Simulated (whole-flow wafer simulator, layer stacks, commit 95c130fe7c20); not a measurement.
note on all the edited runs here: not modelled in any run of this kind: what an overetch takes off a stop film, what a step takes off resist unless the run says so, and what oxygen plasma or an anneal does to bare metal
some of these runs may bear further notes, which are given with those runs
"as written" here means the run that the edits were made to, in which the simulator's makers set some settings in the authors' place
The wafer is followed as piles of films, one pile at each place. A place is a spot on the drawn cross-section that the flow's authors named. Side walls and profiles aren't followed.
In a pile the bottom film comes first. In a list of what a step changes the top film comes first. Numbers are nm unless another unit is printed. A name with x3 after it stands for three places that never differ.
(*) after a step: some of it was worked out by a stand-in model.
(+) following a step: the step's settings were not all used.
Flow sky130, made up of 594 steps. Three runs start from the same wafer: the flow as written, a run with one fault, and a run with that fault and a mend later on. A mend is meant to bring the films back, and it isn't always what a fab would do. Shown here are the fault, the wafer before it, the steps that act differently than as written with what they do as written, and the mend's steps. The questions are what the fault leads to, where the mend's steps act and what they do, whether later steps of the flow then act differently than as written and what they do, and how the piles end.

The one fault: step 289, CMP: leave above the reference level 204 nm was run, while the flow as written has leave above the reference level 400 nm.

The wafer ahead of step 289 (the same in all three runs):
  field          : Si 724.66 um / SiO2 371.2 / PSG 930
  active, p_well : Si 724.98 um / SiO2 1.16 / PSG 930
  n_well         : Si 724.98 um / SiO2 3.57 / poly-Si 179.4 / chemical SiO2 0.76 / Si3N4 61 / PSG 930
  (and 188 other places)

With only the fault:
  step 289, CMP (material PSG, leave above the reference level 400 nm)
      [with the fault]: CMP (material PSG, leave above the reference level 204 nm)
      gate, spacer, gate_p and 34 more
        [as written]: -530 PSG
        [with the fault]: -726 PSG
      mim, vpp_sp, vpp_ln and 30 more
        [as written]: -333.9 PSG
        [with the fault]: -529.9 PSG
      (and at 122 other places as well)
  Steps further on in the flow that do not act as written:
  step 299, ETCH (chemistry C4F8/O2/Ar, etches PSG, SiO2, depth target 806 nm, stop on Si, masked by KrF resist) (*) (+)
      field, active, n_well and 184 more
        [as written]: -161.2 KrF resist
        [with the fault]: -134.6 KrF resist
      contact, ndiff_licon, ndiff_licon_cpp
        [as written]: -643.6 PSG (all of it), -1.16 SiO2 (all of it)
        [with the fault]: -447.6 PSG (all of it), -1.16 SiO2 (all of it)
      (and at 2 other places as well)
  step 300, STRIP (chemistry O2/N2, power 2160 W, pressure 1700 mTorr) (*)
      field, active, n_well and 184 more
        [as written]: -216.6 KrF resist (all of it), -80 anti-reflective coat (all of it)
        [with the fault]: -243.2 KrF resist (all of it), -80 anti-reflective coat (all of it)
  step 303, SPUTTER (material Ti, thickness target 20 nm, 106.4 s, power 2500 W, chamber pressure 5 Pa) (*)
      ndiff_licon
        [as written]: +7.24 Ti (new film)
        [with the fault]: +9.85 Ti (new film)
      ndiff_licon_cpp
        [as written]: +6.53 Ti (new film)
        [with the fault]: +8.87 Ti (new film)
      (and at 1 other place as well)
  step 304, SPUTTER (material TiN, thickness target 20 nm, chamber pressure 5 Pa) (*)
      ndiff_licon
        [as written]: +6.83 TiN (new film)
        [with the fault]: +9.42 TiN (new film)
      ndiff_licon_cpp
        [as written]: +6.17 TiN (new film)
        [with the fault]: +8.51 TiN (new film)
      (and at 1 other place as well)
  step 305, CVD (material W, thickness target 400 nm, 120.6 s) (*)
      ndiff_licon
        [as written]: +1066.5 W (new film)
        [with the fault]: +865.4 W (new film)
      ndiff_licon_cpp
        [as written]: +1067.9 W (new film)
        [with the fault]: +867.2 W (new film)
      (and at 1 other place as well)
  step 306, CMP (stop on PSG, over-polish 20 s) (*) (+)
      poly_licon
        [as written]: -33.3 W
        [with the fault]: -229.3 W
  At field, active, n_well and 190 more, the piles at the end differ from the flow's by more than 2% or 0.5 nm, whichever is larger.
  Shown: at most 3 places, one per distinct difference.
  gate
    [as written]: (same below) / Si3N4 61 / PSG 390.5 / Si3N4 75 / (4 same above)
    [with the fault]: (same below) / Si3N4 61 / PSG 194.5 / Si3N4 75 / (4 same above)
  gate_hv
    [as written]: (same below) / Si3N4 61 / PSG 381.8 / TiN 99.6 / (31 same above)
    [with the fault]: (same below) / Si3N4 61 / PSG 185.8 / TiN 99.6 / (31 same above)
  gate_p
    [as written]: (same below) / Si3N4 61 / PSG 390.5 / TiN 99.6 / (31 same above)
    [with the fault]: (same below) / Si3N4 61 / PSG 194.5 / TiN 99.6 / (31 same above)

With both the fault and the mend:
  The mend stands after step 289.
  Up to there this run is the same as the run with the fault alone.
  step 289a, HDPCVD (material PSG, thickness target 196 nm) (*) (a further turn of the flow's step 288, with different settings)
      field, active, n_well and 189 more
        +196 PSG
  None of the later steps of the flow differs from how it acts as written, at any place that is followed, by more than 2% or 0.5 nm, whichever is larger.
  At the end the piles are close to the flow's at the places that both follow, differing by at most 2% or 0.5 nm, whichever is larger.
